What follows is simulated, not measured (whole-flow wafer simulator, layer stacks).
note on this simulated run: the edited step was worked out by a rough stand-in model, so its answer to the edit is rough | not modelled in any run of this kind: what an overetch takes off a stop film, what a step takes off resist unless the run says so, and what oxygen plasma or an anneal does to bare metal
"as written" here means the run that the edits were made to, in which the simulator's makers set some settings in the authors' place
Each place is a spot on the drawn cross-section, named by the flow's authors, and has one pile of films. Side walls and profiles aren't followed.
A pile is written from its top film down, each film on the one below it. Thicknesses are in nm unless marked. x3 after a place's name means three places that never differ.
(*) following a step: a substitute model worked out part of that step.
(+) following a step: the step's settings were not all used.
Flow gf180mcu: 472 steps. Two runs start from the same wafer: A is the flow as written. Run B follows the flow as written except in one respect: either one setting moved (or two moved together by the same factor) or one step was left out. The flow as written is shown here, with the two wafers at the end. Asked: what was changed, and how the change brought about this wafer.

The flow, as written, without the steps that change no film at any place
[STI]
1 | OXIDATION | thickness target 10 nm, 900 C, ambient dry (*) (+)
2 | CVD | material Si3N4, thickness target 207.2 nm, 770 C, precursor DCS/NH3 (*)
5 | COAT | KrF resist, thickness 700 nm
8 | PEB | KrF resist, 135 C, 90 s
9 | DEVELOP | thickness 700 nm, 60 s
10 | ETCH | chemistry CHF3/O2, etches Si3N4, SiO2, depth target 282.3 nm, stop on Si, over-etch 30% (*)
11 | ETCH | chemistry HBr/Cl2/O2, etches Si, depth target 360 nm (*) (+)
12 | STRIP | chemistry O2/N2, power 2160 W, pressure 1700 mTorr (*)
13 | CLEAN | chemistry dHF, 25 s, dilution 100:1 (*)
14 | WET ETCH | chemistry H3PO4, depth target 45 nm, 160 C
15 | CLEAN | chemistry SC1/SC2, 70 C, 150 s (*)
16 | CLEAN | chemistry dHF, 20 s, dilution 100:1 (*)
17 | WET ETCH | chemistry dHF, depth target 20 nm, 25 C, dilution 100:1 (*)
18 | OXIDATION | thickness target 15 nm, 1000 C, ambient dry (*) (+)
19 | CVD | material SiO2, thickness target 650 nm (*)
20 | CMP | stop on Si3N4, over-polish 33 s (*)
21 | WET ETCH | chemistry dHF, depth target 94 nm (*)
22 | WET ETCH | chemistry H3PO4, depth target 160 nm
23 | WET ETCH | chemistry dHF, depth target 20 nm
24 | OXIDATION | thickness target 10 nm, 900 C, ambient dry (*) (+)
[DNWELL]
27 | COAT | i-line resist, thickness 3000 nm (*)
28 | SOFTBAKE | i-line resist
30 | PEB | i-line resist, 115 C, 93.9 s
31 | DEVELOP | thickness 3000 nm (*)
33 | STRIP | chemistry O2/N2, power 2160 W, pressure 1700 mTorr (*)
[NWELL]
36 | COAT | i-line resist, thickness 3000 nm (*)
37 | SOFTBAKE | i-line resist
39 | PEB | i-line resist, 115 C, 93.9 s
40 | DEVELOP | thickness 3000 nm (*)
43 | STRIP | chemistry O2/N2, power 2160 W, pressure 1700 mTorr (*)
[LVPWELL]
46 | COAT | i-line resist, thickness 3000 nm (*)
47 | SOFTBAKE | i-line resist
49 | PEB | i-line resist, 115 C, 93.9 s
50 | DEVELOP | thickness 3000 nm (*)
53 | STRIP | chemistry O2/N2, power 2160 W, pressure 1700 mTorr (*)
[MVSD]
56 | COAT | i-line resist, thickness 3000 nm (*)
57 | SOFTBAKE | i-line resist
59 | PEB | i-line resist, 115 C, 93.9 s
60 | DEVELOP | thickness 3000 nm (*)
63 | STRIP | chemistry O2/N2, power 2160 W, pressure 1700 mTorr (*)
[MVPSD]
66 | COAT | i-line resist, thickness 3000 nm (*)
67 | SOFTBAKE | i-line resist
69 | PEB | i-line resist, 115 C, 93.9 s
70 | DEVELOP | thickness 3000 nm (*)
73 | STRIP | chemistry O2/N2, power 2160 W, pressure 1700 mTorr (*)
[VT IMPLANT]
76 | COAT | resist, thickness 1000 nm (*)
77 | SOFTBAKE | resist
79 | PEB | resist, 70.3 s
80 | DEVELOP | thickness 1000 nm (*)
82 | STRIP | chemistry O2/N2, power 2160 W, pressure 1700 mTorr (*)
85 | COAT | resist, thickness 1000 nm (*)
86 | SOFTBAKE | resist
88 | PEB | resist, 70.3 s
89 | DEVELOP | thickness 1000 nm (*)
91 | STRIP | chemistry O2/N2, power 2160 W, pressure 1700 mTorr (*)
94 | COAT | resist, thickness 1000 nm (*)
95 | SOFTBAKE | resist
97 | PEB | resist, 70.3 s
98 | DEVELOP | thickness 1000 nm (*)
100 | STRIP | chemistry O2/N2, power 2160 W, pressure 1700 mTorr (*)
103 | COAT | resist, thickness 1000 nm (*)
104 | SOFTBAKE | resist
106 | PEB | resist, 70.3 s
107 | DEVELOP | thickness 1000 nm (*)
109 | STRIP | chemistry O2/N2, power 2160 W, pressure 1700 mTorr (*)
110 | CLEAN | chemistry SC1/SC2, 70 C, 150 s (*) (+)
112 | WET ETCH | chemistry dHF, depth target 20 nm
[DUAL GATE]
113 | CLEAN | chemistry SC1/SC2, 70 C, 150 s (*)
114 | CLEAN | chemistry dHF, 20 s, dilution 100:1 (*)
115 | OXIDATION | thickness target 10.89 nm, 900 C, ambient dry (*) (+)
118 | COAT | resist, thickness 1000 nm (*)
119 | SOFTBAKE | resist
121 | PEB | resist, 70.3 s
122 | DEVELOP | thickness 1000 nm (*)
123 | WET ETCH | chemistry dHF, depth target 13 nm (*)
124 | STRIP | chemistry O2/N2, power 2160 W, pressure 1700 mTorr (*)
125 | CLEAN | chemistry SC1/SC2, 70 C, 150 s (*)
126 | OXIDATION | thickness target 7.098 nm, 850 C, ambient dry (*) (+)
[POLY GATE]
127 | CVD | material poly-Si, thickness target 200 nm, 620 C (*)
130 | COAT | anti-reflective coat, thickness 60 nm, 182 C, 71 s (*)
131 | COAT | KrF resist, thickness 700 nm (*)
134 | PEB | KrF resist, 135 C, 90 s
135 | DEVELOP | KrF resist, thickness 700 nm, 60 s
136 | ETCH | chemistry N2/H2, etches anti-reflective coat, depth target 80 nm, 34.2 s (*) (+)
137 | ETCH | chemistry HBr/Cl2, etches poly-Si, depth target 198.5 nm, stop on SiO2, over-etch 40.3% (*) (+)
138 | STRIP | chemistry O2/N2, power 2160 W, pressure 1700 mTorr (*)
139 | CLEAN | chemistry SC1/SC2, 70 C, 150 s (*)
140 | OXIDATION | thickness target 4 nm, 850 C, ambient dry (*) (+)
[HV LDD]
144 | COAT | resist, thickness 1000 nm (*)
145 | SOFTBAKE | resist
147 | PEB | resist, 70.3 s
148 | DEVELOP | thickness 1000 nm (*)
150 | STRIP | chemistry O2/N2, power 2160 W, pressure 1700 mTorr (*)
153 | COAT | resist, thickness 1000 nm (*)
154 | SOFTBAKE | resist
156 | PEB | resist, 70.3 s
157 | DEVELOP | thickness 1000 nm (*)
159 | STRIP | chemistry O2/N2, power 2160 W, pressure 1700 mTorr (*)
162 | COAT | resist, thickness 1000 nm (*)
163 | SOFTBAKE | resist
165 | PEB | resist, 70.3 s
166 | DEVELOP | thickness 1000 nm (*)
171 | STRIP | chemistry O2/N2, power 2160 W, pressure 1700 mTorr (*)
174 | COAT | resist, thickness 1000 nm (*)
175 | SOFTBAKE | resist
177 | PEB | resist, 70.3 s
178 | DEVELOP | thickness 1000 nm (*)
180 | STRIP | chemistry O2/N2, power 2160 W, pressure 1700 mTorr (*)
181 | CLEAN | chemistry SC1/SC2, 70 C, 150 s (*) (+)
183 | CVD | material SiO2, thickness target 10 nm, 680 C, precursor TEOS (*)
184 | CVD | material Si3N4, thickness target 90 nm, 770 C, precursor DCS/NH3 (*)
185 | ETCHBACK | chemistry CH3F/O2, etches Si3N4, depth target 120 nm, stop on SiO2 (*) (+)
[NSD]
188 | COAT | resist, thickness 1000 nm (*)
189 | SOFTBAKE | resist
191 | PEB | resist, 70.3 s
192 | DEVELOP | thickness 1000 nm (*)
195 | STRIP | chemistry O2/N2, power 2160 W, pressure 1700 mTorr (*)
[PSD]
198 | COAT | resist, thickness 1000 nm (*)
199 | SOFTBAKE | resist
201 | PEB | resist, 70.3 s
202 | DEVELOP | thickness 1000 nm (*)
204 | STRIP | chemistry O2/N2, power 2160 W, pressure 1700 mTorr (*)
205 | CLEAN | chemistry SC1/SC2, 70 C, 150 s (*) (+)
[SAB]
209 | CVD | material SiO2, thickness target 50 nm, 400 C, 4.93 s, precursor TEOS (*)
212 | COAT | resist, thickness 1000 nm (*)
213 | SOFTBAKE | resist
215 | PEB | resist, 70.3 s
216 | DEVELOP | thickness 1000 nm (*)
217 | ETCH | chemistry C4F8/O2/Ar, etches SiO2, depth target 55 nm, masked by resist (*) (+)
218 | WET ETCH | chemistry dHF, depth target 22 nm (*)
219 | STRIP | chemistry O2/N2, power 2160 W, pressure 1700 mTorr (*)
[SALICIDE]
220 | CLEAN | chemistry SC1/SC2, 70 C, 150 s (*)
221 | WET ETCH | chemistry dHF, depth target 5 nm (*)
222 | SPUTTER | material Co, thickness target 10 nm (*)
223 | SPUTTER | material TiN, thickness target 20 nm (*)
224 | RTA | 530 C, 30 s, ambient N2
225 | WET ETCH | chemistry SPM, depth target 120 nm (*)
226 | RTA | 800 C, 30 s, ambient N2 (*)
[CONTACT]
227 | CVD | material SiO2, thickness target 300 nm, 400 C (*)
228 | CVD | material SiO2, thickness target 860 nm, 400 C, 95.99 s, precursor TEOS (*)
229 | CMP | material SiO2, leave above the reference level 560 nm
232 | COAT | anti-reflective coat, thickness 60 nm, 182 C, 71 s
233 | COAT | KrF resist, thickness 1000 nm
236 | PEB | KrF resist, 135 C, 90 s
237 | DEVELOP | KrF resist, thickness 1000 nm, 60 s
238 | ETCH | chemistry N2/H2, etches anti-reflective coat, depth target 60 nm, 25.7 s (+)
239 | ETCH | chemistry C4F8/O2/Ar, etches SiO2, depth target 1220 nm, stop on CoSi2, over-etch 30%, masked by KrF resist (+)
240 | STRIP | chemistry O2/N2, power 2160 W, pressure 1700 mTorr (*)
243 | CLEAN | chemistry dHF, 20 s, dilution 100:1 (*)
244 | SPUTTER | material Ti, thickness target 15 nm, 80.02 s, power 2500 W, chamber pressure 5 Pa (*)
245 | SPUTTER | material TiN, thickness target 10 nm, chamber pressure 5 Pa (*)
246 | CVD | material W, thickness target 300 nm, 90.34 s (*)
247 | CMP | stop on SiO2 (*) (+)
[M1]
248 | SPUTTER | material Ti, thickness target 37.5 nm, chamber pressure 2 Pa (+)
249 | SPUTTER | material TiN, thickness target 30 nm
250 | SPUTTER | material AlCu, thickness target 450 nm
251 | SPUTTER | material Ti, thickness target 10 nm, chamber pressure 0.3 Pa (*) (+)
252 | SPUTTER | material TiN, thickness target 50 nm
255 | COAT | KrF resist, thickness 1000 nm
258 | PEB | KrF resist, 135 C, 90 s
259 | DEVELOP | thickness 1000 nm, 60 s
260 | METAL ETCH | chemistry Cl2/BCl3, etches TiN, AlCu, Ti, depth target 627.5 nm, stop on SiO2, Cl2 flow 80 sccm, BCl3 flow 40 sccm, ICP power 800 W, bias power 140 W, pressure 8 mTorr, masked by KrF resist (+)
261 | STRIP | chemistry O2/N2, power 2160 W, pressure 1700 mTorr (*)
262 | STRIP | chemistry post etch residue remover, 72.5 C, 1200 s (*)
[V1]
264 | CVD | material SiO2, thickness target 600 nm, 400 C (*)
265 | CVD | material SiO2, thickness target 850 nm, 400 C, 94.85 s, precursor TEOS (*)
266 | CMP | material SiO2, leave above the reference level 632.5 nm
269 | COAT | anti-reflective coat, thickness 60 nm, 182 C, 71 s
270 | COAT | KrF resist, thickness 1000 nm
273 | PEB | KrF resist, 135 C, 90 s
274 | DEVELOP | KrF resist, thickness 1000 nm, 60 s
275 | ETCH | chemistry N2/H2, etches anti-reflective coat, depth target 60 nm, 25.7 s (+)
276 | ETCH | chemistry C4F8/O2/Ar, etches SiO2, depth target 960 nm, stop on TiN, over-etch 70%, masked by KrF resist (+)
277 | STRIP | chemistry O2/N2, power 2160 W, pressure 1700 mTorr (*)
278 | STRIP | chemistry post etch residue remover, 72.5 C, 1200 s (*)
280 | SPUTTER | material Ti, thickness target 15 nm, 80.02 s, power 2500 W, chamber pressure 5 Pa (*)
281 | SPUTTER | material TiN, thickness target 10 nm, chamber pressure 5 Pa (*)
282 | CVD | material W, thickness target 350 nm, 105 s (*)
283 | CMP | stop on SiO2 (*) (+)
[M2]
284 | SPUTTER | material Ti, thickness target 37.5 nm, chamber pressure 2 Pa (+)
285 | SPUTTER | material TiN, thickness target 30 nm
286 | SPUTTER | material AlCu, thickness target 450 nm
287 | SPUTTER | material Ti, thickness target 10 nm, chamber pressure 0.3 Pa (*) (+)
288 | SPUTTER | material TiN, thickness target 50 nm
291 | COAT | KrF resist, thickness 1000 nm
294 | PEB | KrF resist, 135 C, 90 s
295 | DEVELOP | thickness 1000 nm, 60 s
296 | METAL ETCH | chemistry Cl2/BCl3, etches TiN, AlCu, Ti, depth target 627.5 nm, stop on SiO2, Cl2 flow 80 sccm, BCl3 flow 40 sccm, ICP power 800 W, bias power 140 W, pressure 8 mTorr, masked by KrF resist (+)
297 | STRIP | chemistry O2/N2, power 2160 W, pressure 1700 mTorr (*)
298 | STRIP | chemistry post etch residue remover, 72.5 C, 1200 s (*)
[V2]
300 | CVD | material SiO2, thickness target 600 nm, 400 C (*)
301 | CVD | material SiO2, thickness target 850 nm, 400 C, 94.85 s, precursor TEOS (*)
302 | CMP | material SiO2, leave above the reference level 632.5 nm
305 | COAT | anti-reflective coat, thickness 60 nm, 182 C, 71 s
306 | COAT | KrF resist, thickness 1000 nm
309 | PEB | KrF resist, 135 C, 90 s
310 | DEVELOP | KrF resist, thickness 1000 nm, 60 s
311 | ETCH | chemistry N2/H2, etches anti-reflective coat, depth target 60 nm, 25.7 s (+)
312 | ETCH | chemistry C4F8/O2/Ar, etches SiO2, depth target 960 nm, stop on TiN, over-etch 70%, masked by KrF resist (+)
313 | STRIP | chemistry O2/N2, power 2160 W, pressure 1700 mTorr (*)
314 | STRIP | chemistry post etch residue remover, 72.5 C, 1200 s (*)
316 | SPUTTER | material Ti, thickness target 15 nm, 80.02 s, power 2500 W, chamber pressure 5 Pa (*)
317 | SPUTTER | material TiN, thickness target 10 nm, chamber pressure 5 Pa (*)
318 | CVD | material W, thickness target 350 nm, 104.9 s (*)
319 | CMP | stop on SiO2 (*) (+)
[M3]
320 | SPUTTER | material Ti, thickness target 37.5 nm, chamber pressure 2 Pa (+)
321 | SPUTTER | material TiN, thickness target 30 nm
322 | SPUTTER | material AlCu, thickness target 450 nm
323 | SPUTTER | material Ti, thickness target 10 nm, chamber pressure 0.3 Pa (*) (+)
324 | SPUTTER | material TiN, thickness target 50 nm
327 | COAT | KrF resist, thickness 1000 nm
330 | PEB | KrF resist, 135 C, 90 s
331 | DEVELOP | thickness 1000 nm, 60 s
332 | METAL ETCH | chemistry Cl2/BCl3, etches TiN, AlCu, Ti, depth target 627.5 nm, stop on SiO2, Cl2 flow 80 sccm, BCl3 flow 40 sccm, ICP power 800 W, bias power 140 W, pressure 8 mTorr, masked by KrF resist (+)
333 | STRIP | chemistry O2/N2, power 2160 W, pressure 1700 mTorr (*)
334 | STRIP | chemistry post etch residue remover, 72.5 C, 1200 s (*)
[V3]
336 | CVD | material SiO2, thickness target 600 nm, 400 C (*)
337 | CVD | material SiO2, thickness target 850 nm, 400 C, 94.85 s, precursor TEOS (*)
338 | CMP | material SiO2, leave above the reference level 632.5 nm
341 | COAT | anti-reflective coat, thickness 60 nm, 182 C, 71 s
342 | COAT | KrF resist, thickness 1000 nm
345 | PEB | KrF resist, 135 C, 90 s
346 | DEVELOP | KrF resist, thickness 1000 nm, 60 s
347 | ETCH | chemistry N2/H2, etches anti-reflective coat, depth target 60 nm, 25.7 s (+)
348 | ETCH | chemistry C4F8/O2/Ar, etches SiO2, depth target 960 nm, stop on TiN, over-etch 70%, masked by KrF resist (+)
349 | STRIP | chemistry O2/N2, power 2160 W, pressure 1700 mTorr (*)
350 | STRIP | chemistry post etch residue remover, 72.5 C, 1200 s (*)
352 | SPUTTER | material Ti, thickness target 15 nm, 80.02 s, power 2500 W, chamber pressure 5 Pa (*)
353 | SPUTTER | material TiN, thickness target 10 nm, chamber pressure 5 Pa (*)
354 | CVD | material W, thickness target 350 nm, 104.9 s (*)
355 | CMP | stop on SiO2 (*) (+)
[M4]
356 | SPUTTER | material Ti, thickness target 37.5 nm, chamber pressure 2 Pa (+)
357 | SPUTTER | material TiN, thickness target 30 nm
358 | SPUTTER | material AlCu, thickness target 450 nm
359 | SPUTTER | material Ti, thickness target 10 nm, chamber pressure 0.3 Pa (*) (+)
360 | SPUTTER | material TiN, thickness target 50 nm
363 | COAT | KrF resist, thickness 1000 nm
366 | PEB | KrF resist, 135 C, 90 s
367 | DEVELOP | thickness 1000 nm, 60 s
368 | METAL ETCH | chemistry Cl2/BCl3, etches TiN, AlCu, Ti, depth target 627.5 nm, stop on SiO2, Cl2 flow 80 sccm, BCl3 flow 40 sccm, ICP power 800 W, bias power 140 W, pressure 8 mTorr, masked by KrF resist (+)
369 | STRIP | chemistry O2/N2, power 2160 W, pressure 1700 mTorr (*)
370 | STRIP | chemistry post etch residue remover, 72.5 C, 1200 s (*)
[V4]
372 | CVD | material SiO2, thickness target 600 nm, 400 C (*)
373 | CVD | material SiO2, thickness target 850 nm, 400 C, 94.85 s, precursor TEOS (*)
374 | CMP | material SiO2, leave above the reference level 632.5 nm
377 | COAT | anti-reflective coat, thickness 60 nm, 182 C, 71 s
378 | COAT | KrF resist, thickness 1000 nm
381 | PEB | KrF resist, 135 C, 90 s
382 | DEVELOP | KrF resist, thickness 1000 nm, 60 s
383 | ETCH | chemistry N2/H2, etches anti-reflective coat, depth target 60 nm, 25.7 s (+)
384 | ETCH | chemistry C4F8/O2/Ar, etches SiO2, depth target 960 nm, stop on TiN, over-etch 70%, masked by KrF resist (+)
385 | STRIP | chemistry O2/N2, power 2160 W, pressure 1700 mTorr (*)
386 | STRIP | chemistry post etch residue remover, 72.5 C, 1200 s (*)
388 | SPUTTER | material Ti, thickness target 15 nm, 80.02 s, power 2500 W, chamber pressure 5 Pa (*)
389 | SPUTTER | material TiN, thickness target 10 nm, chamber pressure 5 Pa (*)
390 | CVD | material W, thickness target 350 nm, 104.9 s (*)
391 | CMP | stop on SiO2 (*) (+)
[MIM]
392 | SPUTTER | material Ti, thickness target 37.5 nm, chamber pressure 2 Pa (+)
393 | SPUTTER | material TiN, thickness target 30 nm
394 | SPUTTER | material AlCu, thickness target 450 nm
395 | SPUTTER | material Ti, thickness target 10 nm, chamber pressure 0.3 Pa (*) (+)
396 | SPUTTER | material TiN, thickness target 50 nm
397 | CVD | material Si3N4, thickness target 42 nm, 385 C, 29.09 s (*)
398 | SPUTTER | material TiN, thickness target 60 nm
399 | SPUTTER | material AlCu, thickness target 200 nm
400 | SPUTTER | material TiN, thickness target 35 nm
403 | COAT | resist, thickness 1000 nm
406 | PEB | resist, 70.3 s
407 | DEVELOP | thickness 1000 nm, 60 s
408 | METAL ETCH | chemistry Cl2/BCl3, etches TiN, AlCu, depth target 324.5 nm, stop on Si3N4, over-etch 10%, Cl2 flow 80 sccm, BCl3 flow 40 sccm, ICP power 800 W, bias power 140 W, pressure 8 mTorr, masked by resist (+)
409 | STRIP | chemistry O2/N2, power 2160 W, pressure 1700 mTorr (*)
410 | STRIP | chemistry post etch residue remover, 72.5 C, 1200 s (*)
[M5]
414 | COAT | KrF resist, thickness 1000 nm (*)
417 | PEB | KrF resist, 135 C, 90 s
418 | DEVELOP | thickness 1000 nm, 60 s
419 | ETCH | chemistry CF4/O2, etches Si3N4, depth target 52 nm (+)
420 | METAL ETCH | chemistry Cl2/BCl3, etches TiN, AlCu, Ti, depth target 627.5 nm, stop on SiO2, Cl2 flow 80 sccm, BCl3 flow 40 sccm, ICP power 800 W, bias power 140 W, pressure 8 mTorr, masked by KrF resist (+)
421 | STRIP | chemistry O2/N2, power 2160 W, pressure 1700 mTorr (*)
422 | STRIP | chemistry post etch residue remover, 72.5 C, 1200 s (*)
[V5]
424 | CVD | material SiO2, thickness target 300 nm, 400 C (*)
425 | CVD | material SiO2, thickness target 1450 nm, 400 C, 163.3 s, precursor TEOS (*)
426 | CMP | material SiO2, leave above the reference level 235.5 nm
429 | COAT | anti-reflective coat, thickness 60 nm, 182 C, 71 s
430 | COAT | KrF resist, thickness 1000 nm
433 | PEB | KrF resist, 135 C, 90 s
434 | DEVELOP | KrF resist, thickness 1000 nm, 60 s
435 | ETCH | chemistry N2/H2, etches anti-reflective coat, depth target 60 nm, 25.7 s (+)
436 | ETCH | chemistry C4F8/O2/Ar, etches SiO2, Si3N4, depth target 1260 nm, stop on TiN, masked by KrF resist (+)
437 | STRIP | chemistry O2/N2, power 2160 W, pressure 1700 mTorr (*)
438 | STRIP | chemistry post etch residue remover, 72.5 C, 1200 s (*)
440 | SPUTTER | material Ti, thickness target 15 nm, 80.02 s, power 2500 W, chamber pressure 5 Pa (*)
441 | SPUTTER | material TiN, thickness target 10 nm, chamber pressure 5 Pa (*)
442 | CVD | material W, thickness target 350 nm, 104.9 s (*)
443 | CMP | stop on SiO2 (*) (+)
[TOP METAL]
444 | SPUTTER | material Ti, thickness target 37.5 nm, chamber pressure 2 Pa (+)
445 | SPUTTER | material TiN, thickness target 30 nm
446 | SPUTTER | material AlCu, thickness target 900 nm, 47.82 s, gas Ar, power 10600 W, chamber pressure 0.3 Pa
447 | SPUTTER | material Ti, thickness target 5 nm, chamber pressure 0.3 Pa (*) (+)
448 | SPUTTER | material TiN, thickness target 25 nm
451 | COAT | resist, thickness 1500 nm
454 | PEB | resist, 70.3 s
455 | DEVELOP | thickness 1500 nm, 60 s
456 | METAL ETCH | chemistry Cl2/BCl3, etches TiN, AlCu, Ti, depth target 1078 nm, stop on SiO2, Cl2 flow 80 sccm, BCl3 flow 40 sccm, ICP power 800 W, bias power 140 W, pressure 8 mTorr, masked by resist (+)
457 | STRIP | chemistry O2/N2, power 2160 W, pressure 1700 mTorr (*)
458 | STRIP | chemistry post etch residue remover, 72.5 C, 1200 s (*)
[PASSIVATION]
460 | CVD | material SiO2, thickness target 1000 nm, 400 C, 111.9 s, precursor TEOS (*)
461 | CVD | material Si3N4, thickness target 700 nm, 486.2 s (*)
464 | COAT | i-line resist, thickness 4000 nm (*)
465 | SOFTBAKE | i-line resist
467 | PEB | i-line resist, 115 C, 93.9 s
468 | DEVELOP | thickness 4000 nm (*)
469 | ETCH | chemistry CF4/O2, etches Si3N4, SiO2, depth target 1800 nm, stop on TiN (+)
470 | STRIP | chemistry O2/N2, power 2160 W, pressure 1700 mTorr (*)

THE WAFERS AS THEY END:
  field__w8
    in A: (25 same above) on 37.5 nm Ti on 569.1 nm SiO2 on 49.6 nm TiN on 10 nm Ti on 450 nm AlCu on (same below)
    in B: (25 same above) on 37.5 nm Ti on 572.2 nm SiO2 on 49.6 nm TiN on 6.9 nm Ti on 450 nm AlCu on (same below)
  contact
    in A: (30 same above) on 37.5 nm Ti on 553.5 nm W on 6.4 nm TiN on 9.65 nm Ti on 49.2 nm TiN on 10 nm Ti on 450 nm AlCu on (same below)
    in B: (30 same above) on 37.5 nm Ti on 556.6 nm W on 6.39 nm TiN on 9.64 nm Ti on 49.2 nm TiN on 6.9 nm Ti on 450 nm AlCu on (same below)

The reason: step 287, SPUTTER: thickness target 6.9 nm was run, while the flow as written has thickness target 10 nm.
One can read it off the wafer: field__w8 has Ti 6.9, and step 287 as written asks for 10 nm.

The path from the change to this, step by step:
  287 | SPUTTER | material Ti, thickness target 10 nm, chamber pressure 0.3 Pa (*) (+)
      field, field__w1, field__w2 and 108 more: A +10 Ti (new film) | B +6.9 Ti (new film)
  296 | METAL ETCH | chemistry Cl2/BCl3, etches TiN, AlCu, Ti, depth target 627.5 nm, stop on SiO2, Cl2 flow 80 sccm, BCl3 flow 40 sccm, ICP power 800 W, bias power 140 W, pressure 8 mTorr, masked by KrF resist (+)
      field, field__w1, field__w2 and 103 more: A -50 TiN (all of it), -10 Ti (all of it), -450 AlCu (all of it), -30 TiN (all of it), -37.5 Ti (all of it) | B -50 TiN (all of it), -6.9 Ti (all of it), -450 AlCu (all of it), -30 TiN (all of it), -37.5 Ti (all of it)
